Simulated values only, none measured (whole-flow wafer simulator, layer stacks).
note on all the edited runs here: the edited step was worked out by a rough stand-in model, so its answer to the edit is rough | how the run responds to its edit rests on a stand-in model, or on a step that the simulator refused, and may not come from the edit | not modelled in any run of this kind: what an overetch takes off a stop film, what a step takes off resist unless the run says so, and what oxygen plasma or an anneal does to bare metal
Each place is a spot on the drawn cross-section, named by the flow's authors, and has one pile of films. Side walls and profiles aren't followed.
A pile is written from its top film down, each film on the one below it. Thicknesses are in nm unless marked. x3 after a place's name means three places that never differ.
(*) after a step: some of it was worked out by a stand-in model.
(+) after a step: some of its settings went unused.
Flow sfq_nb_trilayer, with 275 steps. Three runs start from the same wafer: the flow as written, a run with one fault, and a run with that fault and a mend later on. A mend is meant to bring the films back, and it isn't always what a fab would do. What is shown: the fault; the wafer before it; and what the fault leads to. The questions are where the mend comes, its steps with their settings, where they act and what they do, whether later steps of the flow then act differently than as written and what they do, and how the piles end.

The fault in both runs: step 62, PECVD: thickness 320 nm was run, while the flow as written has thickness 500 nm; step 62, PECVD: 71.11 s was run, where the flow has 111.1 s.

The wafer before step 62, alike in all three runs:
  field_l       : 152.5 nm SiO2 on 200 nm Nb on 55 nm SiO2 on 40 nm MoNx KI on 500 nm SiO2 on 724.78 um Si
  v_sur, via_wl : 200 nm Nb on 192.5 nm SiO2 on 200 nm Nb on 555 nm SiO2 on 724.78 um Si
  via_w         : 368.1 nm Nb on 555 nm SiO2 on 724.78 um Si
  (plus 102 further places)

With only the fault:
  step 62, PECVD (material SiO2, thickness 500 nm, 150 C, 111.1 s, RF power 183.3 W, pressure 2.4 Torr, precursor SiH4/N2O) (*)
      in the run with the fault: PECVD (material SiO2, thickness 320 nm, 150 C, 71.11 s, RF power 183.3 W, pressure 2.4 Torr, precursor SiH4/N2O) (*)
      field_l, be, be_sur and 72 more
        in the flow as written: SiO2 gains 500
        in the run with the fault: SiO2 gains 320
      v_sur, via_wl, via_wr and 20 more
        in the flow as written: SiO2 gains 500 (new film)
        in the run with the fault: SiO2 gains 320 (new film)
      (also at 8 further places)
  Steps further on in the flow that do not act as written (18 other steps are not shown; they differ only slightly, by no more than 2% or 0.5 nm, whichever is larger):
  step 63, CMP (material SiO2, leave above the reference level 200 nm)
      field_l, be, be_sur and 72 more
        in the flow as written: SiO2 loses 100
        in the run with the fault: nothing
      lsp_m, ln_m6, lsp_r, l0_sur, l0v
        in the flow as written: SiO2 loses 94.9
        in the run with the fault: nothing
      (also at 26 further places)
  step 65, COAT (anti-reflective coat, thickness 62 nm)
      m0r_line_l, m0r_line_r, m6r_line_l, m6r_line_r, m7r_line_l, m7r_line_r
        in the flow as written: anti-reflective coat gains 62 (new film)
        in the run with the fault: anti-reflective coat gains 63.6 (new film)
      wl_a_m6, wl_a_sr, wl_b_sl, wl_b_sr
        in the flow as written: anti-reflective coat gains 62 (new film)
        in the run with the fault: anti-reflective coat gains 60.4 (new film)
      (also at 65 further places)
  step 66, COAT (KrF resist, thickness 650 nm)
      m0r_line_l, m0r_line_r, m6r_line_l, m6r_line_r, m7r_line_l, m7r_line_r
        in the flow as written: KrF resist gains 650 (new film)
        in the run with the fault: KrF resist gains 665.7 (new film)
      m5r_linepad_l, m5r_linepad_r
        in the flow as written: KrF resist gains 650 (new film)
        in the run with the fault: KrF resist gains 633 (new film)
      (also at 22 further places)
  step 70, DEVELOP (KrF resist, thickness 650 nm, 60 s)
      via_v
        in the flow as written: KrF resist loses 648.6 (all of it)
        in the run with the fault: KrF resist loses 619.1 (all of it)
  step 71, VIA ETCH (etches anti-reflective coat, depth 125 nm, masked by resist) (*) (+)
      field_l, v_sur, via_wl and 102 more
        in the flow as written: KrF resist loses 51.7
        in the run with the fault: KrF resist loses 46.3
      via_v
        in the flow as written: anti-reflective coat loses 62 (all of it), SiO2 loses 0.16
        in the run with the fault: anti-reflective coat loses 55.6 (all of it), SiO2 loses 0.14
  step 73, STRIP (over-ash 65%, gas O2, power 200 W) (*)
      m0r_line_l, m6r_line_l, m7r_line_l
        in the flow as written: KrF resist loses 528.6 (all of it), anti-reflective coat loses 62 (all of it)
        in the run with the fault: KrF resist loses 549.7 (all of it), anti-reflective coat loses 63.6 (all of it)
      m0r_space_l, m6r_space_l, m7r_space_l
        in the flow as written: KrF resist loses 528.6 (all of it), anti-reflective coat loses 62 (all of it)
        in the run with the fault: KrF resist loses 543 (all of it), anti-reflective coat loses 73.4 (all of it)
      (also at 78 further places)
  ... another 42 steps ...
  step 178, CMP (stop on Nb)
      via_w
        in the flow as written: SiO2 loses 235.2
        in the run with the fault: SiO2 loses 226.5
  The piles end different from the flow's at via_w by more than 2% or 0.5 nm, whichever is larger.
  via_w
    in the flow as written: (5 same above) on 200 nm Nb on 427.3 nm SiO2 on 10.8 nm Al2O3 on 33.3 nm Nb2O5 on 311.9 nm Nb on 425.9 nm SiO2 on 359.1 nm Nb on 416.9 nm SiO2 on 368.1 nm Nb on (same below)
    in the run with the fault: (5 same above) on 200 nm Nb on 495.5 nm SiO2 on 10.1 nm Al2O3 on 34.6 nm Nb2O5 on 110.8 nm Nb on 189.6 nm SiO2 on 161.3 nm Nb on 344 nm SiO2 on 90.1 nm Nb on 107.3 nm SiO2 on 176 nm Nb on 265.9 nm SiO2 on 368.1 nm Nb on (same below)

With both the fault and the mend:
  The mend follows step 62.
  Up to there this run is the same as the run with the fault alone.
  step 62a, PECVD (material SiO2, thickness 180 nm, 150 C, 40 s, RF power 183.3 W, pressure 2.4 Torr, precursor SiH4/N2O) (a further turn of the flow's step 62, with different settings)
      field_l, v_sur, via_wl and 102 more
        SiO2 gains 180
      via_w
        SiO2 gains 160.5
  Steps further on in the flow that do not act as written:
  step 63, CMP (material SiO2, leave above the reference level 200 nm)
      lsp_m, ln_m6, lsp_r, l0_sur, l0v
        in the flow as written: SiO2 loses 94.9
        in the run with the mend: SiO2 loses 100
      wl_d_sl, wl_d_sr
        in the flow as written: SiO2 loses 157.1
        in the run with the mend: SiO2 loses 100
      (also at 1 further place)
  At every place that both follow, the piles at the end match the flow's.
